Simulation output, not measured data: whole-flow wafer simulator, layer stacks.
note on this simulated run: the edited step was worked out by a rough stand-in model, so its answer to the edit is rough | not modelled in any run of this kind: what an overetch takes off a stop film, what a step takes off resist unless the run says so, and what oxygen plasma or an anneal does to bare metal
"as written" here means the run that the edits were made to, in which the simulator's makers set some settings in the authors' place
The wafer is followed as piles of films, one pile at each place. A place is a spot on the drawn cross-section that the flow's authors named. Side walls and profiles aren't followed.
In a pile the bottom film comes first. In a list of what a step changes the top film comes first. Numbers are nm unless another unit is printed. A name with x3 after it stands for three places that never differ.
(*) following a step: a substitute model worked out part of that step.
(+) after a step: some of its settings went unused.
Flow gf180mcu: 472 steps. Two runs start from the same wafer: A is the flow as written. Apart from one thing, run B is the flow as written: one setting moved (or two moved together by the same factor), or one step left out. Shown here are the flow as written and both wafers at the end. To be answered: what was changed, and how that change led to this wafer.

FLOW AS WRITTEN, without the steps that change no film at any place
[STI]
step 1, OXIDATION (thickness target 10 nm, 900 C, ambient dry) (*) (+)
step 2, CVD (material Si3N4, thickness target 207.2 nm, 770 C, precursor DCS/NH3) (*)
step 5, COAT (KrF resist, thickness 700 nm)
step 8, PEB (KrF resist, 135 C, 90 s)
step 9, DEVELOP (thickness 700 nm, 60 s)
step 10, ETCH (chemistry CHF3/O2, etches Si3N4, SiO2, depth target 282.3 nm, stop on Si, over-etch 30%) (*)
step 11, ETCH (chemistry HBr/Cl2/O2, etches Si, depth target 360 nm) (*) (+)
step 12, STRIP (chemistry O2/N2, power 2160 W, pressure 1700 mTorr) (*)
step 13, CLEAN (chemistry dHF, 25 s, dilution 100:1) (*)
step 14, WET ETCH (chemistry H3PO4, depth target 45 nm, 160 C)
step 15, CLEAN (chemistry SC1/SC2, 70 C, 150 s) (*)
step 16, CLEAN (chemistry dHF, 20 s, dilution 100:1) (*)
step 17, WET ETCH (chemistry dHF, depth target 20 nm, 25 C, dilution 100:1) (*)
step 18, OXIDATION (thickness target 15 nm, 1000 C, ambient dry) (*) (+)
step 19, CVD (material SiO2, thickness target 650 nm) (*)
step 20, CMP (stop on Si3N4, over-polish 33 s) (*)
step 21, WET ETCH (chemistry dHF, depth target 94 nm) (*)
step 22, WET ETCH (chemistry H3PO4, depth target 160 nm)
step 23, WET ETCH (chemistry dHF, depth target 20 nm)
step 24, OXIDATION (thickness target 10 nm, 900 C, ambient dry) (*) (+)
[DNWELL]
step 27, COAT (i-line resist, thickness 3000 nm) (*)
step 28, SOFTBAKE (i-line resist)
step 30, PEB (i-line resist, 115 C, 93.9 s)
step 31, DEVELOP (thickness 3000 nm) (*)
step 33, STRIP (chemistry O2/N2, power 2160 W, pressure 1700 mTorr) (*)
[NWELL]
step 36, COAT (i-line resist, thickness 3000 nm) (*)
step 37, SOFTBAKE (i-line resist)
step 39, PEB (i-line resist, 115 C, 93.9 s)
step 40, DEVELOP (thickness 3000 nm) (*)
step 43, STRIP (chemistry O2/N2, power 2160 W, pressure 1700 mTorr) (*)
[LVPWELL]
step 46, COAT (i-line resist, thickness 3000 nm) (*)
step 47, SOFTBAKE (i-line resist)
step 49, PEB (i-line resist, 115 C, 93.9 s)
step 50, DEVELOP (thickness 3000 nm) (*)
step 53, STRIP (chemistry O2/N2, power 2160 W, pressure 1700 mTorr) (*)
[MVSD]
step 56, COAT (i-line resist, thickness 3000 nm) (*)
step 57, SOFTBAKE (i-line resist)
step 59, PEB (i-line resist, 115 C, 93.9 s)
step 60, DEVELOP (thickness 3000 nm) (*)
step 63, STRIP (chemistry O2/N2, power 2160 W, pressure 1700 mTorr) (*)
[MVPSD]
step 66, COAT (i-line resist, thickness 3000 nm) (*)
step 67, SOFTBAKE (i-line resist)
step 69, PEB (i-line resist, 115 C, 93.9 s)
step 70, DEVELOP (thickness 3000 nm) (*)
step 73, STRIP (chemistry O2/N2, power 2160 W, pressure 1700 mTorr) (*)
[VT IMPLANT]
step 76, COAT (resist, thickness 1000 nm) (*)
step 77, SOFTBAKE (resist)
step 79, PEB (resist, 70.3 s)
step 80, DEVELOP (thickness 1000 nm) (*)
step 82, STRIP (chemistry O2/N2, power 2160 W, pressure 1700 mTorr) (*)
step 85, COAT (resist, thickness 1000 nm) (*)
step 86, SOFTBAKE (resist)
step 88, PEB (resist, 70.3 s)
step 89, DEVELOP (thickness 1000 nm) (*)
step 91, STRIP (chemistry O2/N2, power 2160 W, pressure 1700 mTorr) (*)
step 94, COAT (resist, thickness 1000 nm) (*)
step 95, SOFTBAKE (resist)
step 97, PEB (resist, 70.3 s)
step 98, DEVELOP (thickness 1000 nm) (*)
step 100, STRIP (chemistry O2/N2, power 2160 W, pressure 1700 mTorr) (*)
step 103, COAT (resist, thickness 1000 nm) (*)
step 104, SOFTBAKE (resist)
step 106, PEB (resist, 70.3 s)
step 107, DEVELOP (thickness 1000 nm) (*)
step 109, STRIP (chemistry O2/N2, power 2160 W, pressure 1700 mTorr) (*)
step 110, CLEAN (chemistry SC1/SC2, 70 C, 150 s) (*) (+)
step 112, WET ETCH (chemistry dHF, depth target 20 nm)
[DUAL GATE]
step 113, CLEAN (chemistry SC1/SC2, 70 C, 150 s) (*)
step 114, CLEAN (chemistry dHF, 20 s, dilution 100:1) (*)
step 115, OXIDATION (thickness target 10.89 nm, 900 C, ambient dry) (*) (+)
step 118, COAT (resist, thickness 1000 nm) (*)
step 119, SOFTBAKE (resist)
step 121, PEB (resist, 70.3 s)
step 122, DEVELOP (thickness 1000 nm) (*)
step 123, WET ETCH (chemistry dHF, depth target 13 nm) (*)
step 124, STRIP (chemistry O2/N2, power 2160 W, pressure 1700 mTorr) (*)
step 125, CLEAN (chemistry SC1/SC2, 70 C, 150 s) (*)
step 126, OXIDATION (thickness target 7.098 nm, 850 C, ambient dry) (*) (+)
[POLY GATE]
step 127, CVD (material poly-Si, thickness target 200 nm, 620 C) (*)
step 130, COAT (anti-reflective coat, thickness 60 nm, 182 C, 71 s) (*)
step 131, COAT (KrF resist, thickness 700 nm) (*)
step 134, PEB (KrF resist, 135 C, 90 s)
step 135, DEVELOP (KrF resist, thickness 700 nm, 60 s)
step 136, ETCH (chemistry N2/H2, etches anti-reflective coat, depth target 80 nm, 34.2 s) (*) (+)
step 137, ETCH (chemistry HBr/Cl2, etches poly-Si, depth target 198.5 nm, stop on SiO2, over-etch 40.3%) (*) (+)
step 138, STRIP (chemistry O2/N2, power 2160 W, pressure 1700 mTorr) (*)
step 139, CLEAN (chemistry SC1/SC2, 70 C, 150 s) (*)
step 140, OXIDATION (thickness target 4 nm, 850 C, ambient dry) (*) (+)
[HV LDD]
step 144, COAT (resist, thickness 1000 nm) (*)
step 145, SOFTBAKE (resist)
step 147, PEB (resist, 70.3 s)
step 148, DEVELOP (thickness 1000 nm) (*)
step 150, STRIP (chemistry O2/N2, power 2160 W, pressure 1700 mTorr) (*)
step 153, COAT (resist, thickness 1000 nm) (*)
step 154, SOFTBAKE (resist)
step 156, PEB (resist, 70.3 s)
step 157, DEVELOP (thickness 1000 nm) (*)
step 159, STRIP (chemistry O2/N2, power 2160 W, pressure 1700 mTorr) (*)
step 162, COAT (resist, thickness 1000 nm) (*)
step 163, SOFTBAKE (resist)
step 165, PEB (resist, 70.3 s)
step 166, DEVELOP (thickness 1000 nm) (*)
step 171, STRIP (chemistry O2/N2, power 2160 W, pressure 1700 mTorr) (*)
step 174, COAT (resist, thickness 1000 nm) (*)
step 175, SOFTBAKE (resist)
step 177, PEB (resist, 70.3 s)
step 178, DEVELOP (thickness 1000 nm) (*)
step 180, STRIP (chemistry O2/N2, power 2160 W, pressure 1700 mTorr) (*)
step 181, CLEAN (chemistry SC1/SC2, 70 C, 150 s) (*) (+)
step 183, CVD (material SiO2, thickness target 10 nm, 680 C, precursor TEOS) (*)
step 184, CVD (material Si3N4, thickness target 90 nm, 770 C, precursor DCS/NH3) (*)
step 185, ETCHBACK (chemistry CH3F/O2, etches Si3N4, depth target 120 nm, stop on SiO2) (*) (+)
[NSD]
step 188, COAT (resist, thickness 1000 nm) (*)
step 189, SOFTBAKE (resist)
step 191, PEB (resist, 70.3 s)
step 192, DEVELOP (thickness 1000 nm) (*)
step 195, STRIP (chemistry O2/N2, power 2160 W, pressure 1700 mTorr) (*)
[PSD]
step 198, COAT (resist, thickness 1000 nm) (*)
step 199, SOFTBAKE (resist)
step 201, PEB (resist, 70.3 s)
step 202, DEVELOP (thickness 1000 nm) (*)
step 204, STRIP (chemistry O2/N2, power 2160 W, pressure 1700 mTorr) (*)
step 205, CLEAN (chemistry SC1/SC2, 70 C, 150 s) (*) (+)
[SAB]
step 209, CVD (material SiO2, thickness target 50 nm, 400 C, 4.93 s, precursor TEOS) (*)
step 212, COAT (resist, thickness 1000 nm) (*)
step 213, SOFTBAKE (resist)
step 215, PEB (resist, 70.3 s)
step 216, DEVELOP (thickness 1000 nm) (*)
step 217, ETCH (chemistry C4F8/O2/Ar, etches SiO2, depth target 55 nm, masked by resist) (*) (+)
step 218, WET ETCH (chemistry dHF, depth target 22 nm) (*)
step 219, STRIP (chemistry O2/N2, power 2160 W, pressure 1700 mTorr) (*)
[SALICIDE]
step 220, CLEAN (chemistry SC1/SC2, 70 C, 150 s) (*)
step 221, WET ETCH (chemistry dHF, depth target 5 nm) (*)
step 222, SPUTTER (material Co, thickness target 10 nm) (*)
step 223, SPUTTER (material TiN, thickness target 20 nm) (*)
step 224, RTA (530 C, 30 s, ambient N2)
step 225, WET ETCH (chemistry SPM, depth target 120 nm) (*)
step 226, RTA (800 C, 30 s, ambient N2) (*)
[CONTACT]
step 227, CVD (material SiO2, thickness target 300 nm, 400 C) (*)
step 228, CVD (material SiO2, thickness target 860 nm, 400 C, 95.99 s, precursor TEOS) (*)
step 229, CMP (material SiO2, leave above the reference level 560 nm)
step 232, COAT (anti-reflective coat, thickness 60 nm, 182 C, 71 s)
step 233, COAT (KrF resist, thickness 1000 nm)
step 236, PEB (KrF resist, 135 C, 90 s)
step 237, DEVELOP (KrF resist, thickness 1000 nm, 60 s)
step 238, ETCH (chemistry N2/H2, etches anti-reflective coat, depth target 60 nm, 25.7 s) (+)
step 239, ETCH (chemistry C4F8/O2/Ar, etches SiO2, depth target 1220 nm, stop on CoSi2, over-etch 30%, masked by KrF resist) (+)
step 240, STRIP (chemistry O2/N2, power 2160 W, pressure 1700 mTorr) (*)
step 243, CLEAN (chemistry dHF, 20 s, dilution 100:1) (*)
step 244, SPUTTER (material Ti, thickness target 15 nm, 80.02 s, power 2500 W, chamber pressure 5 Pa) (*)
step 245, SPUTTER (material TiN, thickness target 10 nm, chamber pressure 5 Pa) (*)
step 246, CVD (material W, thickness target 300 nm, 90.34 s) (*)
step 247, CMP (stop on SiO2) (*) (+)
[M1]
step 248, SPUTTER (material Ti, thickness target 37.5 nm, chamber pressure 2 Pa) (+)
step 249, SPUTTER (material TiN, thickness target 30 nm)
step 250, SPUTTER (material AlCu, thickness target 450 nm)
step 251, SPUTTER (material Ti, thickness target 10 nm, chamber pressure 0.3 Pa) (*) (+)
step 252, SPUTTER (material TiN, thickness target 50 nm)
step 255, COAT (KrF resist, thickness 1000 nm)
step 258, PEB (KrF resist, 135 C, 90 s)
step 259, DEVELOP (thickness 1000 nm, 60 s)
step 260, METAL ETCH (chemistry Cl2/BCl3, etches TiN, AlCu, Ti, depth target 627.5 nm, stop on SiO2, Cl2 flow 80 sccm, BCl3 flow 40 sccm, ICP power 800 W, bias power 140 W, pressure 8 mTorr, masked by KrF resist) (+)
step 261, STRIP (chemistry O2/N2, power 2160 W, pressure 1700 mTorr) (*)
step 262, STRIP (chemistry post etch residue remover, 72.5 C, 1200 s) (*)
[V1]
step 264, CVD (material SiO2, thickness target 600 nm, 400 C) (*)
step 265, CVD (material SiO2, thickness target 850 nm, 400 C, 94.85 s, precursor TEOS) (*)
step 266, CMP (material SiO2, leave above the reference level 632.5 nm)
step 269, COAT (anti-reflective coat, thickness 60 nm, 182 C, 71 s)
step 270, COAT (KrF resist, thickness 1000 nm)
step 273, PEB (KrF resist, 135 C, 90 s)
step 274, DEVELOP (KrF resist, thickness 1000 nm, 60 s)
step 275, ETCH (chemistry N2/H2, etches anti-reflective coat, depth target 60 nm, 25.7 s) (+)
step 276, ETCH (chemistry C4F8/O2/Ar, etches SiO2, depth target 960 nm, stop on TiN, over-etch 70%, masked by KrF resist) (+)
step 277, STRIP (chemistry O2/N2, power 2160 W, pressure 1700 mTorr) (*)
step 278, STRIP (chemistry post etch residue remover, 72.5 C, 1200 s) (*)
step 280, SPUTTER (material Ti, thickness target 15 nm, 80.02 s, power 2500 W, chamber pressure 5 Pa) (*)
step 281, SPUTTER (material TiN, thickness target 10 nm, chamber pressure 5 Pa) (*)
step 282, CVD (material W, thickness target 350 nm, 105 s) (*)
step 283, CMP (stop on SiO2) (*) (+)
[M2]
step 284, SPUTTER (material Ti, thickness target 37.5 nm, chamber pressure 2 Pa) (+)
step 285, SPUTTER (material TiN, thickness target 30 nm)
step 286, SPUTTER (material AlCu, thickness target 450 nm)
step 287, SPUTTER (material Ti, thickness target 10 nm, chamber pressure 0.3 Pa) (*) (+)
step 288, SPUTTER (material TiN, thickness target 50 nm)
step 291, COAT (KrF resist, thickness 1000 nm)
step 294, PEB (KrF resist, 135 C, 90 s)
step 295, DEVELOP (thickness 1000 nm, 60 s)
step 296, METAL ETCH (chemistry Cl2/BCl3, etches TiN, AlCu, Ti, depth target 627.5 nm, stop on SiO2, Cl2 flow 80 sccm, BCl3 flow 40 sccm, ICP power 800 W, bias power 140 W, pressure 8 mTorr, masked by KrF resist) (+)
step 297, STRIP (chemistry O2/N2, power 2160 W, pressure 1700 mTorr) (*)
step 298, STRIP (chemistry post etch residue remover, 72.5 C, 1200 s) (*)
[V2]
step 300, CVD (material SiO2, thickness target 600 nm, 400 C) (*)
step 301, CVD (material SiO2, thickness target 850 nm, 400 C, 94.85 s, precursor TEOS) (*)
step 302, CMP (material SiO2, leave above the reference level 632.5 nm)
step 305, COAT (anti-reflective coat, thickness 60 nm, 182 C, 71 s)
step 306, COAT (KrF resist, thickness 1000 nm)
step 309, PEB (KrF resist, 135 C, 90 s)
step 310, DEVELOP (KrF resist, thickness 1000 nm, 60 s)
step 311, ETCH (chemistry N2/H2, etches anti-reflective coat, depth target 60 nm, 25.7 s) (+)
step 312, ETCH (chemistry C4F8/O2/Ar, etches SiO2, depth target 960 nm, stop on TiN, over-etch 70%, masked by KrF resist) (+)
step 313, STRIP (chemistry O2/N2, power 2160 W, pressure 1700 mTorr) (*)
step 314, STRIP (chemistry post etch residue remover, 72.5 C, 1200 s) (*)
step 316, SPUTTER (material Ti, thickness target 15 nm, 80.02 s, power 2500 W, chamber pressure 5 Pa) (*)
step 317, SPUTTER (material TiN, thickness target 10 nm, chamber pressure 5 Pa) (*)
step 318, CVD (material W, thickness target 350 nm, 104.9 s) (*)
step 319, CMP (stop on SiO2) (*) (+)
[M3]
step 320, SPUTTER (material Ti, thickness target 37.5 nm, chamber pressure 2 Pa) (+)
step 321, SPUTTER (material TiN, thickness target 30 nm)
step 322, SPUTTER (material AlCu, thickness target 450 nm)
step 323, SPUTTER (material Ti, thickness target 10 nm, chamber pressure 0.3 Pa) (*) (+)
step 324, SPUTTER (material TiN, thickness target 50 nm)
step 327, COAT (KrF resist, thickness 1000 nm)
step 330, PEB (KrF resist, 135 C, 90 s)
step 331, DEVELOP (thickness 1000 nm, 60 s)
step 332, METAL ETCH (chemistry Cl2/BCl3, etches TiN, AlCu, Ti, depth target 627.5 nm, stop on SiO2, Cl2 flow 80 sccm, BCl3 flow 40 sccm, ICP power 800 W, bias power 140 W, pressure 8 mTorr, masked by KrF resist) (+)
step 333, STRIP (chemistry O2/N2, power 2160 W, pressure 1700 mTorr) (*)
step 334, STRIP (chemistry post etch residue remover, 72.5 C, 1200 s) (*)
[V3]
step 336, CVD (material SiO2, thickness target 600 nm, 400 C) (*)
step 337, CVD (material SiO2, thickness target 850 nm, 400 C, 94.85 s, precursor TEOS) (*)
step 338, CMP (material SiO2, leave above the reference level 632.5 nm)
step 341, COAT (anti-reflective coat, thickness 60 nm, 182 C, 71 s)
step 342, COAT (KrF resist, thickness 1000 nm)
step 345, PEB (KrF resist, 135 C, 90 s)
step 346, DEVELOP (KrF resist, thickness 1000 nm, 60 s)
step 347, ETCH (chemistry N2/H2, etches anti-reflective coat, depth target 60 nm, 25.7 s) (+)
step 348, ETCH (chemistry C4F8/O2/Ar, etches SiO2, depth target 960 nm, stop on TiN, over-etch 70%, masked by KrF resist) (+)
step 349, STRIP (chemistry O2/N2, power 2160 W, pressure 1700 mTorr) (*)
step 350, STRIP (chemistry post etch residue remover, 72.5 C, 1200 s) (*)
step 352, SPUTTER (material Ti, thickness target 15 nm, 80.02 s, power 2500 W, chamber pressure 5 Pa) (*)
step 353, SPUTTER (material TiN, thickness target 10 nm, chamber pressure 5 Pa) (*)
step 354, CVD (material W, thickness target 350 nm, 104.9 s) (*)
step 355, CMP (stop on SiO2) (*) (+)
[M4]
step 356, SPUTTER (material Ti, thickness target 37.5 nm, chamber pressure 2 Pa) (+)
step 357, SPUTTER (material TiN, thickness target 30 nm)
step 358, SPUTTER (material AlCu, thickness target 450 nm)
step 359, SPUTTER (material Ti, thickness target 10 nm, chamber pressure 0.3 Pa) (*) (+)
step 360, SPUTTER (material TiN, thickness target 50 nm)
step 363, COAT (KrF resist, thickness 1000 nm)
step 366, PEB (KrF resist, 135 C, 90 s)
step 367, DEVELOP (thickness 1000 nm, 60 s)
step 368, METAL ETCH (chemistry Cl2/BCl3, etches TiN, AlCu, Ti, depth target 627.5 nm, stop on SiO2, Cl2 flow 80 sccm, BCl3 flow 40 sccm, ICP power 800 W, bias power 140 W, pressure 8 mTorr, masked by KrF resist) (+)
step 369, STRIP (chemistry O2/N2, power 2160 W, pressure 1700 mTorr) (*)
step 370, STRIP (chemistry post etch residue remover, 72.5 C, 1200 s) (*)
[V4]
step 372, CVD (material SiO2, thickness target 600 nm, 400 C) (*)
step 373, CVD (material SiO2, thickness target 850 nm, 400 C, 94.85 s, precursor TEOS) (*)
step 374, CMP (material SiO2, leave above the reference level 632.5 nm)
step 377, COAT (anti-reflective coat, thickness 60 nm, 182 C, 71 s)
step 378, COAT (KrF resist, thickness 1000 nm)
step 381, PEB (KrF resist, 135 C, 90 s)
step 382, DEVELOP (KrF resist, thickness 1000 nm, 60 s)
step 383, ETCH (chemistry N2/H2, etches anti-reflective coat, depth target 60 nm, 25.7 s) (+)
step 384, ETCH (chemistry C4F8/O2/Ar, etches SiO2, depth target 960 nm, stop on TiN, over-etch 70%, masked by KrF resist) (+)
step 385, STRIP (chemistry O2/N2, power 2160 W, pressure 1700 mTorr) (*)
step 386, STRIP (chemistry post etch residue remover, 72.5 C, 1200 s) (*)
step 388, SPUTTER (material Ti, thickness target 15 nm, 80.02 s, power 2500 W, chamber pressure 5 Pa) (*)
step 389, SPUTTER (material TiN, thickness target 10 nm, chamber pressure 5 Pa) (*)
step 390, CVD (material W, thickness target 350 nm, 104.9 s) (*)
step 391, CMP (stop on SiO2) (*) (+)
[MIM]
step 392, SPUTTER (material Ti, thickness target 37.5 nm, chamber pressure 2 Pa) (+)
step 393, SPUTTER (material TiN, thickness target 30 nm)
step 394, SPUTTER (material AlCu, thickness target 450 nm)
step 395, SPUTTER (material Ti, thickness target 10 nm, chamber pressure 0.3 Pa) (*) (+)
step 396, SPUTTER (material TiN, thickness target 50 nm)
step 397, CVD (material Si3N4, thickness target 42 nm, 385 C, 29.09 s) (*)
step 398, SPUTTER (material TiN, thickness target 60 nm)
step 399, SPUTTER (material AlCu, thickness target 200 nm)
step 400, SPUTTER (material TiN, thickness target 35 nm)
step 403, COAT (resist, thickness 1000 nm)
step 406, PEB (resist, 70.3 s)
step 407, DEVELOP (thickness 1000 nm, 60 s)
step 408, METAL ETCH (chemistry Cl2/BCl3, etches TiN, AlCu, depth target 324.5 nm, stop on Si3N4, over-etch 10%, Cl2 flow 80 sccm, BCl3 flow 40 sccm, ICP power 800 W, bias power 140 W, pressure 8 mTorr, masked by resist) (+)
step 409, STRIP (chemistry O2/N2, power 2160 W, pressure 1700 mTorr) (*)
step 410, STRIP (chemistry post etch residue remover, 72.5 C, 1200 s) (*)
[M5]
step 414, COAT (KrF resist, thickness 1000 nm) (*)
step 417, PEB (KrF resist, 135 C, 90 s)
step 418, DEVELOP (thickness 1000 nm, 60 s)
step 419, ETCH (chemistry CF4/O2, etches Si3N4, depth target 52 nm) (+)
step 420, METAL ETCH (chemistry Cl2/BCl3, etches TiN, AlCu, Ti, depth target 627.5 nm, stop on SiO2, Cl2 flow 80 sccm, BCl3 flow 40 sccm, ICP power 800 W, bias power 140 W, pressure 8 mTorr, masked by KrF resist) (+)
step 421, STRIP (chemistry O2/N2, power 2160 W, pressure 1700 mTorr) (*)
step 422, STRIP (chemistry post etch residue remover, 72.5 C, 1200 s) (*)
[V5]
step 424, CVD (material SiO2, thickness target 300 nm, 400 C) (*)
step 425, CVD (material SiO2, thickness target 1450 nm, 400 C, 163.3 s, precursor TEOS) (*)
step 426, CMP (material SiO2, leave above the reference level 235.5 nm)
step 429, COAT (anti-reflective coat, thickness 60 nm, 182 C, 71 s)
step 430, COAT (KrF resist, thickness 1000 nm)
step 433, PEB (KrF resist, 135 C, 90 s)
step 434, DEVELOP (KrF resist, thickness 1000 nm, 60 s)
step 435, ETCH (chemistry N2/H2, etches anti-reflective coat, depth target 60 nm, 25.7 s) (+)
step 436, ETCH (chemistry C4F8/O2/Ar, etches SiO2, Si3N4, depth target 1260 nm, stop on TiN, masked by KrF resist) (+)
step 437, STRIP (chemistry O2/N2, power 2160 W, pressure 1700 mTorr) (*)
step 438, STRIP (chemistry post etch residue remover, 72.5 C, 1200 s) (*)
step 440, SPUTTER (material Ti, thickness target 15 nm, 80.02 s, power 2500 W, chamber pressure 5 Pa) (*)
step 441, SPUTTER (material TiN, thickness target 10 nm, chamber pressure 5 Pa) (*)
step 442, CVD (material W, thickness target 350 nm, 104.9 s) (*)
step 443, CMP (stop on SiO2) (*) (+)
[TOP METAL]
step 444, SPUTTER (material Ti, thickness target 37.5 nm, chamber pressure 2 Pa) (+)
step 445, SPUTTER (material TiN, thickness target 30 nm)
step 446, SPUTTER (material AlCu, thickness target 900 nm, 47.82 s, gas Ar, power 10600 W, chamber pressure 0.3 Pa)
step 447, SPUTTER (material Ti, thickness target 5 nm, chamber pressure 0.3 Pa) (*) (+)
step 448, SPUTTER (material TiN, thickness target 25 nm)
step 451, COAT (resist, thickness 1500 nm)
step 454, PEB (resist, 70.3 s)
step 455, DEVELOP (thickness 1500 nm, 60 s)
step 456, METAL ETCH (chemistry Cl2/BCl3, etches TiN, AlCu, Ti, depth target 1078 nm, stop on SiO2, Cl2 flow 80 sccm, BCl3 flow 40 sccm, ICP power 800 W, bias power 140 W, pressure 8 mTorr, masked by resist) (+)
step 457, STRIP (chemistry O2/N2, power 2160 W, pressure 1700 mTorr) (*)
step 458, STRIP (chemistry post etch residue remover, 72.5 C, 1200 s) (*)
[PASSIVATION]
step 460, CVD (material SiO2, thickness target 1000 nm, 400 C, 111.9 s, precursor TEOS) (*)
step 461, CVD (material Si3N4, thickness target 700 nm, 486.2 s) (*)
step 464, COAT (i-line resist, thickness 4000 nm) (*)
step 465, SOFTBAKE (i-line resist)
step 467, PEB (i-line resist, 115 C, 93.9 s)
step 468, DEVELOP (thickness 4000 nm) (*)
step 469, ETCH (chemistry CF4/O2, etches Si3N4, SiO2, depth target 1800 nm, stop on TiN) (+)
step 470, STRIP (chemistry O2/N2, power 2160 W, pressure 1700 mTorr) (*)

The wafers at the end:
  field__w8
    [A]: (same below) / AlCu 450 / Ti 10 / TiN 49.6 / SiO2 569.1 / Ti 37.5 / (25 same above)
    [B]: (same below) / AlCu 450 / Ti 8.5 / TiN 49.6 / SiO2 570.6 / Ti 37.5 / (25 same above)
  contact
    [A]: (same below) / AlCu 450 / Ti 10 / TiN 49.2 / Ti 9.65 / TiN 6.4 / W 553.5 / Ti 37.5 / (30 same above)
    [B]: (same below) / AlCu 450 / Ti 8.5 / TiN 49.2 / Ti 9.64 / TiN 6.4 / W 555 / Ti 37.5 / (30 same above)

Cause: step 287, SPUTTER: thickness target 8.5 nm was run, whereas the flow has thickness target 10 nm.
One can read it off the wafer: field__w8 has Ti 8.5, and step 287 as written asks for 10 nm.

How this came from the change, step by step:
  step 287, SPUTTER (material Ti, thickness target 10 nm, chamber pressure 0.3 Pa) (*) (+)
      field, field__w1, field__w2 and 108 more: A Ti gains 10 (new film) | B Ti gains 8.5 (new film)
  step 296, METAL ETCH (chemistry Cl2/BCl3, etches TiN, AlCu, Ti, depth target 627.5 nm, stop on SiO2, Cl2 flow 80 sccm, BCl3 flow 40 sccm, ICP power 800 W, bias power 140 W, pressure 8 mTorr, masked by KrF resist) (+)
      field, field__w1, field__w2 and 103 more: A TiN loses 50 (all of it), Ti loses 10 (all of it), AlCu loses 450 (all of it), TiN loses 30 (all of it), Ti loses 37.5 (all of it) | B TiN loses 50 (all of it), Ti loses 8.5 (all of it), AlCu loses 450 (all of it), TiN loses 30 (all of it), Ti loses 37.5 (all of it)
